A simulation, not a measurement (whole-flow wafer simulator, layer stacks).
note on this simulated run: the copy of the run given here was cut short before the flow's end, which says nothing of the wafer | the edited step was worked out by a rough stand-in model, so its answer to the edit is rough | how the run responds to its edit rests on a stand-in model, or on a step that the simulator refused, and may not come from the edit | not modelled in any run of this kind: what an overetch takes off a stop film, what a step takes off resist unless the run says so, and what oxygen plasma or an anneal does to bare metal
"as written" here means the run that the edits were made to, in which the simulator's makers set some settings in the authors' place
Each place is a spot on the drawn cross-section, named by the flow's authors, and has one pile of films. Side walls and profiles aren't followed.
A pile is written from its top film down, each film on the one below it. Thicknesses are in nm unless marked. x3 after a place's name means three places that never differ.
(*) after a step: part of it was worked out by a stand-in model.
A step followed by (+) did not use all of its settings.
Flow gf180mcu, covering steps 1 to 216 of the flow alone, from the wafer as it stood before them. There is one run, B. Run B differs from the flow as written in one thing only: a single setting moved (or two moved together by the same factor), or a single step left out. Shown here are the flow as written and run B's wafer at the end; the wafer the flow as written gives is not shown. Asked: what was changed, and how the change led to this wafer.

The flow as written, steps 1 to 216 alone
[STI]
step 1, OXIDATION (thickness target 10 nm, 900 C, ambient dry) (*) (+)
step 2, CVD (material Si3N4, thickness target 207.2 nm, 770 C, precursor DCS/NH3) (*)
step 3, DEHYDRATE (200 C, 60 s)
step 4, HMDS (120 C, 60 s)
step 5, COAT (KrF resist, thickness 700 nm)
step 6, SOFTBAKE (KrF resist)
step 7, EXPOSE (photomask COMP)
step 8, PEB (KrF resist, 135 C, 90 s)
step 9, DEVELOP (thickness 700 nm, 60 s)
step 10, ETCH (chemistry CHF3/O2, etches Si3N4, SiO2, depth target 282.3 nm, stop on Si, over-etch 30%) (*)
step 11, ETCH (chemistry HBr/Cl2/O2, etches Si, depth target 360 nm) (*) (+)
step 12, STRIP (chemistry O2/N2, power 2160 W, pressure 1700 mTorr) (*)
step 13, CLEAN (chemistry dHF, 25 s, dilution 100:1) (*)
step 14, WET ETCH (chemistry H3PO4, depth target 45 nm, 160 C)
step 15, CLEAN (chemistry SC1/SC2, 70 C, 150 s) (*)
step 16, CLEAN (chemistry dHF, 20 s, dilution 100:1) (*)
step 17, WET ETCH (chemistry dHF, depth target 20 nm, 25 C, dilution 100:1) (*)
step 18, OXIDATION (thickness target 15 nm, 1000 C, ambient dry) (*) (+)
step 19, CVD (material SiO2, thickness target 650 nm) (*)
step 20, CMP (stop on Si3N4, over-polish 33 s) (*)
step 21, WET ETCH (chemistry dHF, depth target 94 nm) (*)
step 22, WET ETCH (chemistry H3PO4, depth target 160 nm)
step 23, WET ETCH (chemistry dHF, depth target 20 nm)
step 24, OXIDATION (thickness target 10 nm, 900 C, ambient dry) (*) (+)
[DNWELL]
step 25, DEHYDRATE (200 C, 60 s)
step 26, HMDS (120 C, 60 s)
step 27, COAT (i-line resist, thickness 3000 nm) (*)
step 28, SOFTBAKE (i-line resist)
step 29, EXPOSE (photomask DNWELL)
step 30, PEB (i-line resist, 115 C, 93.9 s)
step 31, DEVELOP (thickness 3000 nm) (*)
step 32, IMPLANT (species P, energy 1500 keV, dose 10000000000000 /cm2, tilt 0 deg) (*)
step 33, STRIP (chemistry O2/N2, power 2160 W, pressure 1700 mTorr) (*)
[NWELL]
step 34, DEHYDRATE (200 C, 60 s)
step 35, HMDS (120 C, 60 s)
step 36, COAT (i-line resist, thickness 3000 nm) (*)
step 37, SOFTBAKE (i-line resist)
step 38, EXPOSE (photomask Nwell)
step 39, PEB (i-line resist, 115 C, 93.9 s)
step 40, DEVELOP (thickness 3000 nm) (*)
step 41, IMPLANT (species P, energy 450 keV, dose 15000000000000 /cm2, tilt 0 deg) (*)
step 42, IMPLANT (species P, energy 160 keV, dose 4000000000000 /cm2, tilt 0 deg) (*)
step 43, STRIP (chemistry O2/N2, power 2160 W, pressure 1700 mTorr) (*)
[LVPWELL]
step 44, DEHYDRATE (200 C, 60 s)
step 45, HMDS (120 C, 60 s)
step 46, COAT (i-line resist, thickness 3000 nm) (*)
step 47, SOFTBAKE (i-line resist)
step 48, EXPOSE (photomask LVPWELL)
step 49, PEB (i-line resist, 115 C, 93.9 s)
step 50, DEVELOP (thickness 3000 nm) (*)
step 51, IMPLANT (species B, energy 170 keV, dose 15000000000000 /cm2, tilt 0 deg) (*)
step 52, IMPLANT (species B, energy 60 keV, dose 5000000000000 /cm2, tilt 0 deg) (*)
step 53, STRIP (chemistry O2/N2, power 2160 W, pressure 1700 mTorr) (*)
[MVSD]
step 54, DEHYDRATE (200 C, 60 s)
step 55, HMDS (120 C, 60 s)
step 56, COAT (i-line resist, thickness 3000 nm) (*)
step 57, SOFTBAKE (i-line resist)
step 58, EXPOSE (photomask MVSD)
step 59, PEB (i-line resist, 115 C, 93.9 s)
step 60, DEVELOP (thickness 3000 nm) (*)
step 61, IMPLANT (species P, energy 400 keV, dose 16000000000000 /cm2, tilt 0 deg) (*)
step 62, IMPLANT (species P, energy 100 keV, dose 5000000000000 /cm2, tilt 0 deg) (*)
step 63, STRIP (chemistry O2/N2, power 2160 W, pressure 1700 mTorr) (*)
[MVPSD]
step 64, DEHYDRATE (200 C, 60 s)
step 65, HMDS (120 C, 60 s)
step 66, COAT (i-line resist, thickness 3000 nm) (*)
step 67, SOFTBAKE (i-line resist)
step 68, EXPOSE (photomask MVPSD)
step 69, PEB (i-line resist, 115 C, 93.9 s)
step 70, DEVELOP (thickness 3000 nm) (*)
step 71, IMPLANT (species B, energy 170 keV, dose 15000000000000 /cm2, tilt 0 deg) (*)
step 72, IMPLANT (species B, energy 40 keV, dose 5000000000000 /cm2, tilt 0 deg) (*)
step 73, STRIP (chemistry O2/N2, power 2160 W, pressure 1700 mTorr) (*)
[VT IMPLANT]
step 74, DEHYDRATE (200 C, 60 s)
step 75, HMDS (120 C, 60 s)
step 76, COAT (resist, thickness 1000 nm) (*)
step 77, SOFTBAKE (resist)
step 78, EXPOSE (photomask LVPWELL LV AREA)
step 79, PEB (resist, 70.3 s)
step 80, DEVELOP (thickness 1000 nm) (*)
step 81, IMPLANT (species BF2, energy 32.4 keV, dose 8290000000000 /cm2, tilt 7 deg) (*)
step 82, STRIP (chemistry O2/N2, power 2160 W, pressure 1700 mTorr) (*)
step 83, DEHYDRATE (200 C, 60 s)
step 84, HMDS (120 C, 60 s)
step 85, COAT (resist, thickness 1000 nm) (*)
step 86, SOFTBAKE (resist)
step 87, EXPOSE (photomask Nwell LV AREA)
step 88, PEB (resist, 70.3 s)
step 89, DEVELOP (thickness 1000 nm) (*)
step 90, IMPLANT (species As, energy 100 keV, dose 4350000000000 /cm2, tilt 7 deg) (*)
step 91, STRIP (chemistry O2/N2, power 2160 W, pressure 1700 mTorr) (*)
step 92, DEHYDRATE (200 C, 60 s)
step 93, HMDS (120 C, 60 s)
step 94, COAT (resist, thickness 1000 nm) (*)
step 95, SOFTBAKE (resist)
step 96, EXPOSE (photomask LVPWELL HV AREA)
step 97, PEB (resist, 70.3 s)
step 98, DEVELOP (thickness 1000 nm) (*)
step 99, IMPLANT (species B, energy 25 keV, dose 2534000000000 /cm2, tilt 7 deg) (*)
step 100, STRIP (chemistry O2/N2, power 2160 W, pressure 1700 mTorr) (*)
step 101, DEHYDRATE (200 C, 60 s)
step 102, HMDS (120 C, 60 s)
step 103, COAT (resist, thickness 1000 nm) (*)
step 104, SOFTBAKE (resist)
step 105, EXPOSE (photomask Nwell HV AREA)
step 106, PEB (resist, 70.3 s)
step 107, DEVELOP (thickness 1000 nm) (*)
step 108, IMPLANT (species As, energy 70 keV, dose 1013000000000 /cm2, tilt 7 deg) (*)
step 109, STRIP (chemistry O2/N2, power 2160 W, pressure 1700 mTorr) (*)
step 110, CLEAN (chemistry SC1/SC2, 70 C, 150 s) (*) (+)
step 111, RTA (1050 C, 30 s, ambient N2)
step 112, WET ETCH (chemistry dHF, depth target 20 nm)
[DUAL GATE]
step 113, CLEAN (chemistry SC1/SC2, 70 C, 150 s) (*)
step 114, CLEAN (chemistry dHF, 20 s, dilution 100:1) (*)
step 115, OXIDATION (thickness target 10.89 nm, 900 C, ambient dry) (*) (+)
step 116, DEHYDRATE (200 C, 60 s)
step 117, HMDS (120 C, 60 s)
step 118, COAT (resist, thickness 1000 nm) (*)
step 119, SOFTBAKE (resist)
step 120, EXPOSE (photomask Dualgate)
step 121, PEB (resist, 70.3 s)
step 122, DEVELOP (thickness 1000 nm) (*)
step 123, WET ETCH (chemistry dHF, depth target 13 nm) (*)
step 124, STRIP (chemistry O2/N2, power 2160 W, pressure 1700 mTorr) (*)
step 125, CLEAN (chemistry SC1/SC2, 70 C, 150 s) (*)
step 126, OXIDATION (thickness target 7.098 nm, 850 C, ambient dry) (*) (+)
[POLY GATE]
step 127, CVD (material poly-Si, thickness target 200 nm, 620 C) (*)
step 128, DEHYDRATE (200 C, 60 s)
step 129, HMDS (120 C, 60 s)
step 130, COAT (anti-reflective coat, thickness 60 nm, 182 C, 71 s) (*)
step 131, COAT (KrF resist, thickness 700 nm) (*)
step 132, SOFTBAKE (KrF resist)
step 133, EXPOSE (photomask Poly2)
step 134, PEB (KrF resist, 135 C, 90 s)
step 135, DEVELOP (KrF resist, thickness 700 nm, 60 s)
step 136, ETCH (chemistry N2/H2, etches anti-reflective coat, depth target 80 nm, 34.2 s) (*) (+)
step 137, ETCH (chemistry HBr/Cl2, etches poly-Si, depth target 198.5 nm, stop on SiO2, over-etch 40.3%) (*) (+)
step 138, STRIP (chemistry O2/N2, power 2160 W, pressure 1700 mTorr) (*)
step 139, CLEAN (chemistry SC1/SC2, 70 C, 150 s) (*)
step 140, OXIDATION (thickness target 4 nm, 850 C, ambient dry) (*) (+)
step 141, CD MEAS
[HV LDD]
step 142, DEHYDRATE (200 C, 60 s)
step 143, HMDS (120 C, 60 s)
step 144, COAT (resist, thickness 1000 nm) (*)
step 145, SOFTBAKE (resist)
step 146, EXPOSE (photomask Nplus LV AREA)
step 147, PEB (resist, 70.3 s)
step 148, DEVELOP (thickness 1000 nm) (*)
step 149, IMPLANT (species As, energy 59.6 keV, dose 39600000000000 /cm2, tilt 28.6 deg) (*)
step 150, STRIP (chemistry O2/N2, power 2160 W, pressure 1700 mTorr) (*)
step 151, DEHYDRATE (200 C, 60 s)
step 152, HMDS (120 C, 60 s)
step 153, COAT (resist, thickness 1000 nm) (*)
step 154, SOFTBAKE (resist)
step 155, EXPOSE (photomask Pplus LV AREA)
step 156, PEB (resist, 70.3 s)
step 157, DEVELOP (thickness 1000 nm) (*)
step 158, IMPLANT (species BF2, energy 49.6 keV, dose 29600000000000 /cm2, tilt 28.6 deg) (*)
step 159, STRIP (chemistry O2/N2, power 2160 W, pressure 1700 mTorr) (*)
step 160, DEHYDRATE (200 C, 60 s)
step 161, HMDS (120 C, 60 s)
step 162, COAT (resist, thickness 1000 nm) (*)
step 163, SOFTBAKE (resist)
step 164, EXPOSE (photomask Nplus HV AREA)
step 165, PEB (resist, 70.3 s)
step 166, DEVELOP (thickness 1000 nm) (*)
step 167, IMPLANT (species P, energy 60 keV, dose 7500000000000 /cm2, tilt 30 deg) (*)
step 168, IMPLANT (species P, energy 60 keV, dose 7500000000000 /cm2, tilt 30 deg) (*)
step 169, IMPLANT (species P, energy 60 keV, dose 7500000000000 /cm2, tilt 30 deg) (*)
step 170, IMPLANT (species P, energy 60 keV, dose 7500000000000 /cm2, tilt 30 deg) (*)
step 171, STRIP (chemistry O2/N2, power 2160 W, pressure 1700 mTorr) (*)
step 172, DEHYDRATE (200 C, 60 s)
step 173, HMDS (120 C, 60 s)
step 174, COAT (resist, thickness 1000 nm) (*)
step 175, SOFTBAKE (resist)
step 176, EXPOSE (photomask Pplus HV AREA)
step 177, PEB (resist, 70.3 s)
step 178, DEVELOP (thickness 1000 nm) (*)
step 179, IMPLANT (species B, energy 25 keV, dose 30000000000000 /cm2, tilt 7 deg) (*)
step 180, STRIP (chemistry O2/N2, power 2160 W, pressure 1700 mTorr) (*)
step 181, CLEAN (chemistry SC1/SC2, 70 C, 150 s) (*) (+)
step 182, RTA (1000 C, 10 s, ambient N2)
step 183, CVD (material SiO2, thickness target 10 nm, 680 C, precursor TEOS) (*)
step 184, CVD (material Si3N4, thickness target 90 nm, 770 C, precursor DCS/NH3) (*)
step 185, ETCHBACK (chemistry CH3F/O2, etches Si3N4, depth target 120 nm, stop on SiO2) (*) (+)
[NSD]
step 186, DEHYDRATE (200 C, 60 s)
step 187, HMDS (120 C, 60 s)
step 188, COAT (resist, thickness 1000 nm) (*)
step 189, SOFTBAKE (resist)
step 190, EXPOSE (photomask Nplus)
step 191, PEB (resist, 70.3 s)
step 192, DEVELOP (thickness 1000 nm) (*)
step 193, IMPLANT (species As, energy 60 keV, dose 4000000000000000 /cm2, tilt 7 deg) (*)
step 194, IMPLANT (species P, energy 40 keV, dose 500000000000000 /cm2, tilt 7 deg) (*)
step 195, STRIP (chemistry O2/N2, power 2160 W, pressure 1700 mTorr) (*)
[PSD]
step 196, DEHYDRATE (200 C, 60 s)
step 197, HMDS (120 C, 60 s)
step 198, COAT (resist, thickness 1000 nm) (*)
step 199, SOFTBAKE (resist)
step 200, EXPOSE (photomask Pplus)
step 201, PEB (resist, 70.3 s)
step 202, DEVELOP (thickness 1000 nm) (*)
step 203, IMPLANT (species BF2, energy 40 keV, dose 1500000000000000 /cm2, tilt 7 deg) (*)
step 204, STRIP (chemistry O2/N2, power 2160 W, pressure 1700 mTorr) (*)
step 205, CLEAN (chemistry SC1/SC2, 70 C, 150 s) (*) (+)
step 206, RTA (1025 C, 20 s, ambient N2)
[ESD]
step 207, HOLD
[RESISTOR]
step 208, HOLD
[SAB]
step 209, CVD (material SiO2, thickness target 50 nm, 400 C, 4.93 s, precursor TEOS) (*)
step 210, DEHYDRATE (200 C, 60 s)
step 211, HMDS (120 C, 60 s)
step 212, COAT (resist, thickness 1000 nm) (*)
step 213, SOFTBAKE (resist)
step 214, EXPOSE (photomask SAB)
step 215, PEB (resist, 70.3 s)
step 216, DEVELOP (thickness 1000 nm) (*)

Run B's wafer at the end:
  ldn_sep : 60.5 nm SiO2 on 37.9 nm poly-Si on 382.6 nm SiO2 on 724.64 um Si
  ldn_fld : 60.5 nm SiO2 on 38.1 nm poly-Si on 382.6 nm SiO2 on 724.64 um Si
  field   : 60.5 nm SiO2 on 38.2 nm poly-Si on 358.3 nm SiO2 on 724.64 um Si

The reason: step 137, ETCH: depth target 113.1 nm was run, while the flow as written has depth target 198.5 nm.

How this came from the change, step by step:
  step 137, ETCH (chemistry HBr/Cl2, etches poly-Si, depth target 198.5 nm, stop on SiO2, over-etch 40.3%) (*) (+)
      field__w3, field__w12, field_sub and 14 more: -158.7 poly-Si (as written it would have been: -199 poly-Si (all of it), -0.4 SiO2)
      field__w6, sti, m1 and 11 more: -158.7 poly-Si (as written it would have been: -198.8 poly-Si (all of it), -0.4 SiO2)
      (and at 61 other places as well)
  step 138, STRIP (chemistry O2/N2, power 2160 W, pressure 1700 mTorr) (*)
      field, field__w1, field__w2 and 61 more: +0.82 chemical SiO2 (new film), -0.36 poly-Si (as written it would have been: nothing)
      gate: +0.67 chemical SiO2 (new film), -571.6 KrF resist (all of it), -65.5 anti-reflective coat (all of it), -0.3 poly-Si (as written it would have been: +0.68 chemical SiO2 (new film), -531.7 KrF resist (all of it), -65.5 anti-reflective coat (all of it), -0.3 poly-Si)
      (and at 27 other places as well)
  step 139, CLEAN (chemistry SC1/SC2, 70 C, 150 s) (*)
      field, field__w1, field__w2 and 34 more: -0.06 chemical SiO2, -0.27 poly-Si (as written it would have been: -0.68 SiO2)
  step 140, OXIDATION (thickness target 4 nm, 850 C, ambient dry) (*) (+)
      field, field__w1, field__w2 and 21 more: +4 SiO2 (new film), -0.76 chemical SiO2 (all of it), -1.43 poly-Si (as written it would have been: +0.15 SiO2, -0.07 Si)
      active_hv, active_nat, ld_sd_n and 11 more: +4 SiO2 (new film), -0.76 chemical SiO2 (all of it), -1.43 poly-Si (as written it would have been: +0.96 SiO2, -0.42 Si)
      (and at 26 other places as well)
  step 144, COAT (resist, thickness 1000 nm) (*)
      gate: +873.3 resist (new film) (as written it would have been: +837.3 resist (new film))
      gate_hv: +877.8 resist (new film) (as written it would have been: +845.4 resist (new film))
      (and at 26 other places as well)
  step 145, SOFTBAKE (resist)
      nw_enc_fld_lv__w3: -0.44 resist (as written it would have been: +2.63 resist)
      field__w1: +3.13 resist (as written it would have been: +4.19 resist)
      (and at 62 other places as well)
  step 147, PEB (resist, 70.3 s)
      polyc_n, polyc_n_rim, polyc_p, polyc_p_rim: -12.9 resist (as written it would have been: -12.2 resist)
      ldn_ch, ldn_acc, ldp_ch, ldp_acc: -13.7 resist (as written it would have been: -13 resist)
      (and at 14 other places as well)
  step 148, DEVELOP (thickness 1000 nm) (*)
      gate: -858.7 resist (all of it) (as written it would have been: -822.7 resist (all of it))
      npoly_u: -856.2 resist (all of it) (as written it would have been: -821.5 resist (all of it))
      (and at 3 other places as well)
  step 150, STRIP (chemistry O2/N2, power 2160 W, pressure 1700 mTorr) (*)
      gate_hv: -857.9 resist (all of it) (as written it would have been: -824.2 resist (all of it))
      gate_p: -863.4 resist (all of it) (as written it would have been: -828.7 resist (all of it))
      (and at 21 other places as well)
  step 153, COAT (resist, thickness 1000 nm) (*)
      gate: +873.3 resist (new film) (as written it would have been: +837.3 resist (new film))
      gate_hv: +877.8 resist (new film) (as written it would have been: +845.4 resist (new film))
      (and at 26 other places as well)
  step 154, SOFTBAKE (resist)
      nw_enc_fld_lv__w3: -0.44 resist (as written it would have been: +2.63 resist)
      field__w1: +3.13 resist (as written it would have been: +4.19 resist)
      (and at 62 other places as well)
  step 156, PEB (resist, 70.3 s)
      polyc_n, polyc_n_rim, polyc_p, polyc_p_rim: -12.9 resist (as written it would have been: -12.2 resist)
      ldn_ch, ldn_acc, ldp_ch, ldp_acc: -13.7 resist (as written it would have been: -13 resist)
      (and at 14 other places as well)
  step 157, DEVELOP (thickness 1000 nm) (*)
      gate_p: -863.4 resist (all of it) (as written it would have been: -828.7 resist (all of it))
      ppoly_u: -860.5 resist (all of it) (as written it would have been: -827 resist (all of it))
      (and at 3 other places as well)
  step 159, STRIP (chemistry O2/N2, power 2160 W, pressure 1700 mTorr) (*)
      gate: -858.7 resist (all of it) (as written it would have been: -822.7 resist (all of it))
      gate_hv: -857.9 resist (all of it) (as written it would have been: -824.2 resist (all of it))
      (and at 21 other places as well)
  step 162, COAT (resist, thickness 1000 nm) (*)
      gate: +873.3 resist (new film) (as written it would have been: +837.3 resist (new film))
      gate_hv: +877.8 resist (new film) (as written it would have been: +845.4 resist (new film))
      (and at 26 other places as well)
  step 163, SOFTBAKE (resist)
      nw_enc_fld_lv__w3: -0.44 resist (as written it would have been: +2.63 resist)
      field__w1: +3.13 resist (as written it would have been: +4.19 resist)
      (and at 62 other places as well)
  ... another 22 steps ...
  step 216, DEVELOP (thickness 1000 nm) (*)
      gate: -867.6 resist (all of it) (as written it would have been: -834.3 resist (all of it))
      gate_hv: -867.1 resist (all of it) (as written it would have been: -836.1 resist (all of it))
      (and at 24 other places as well)
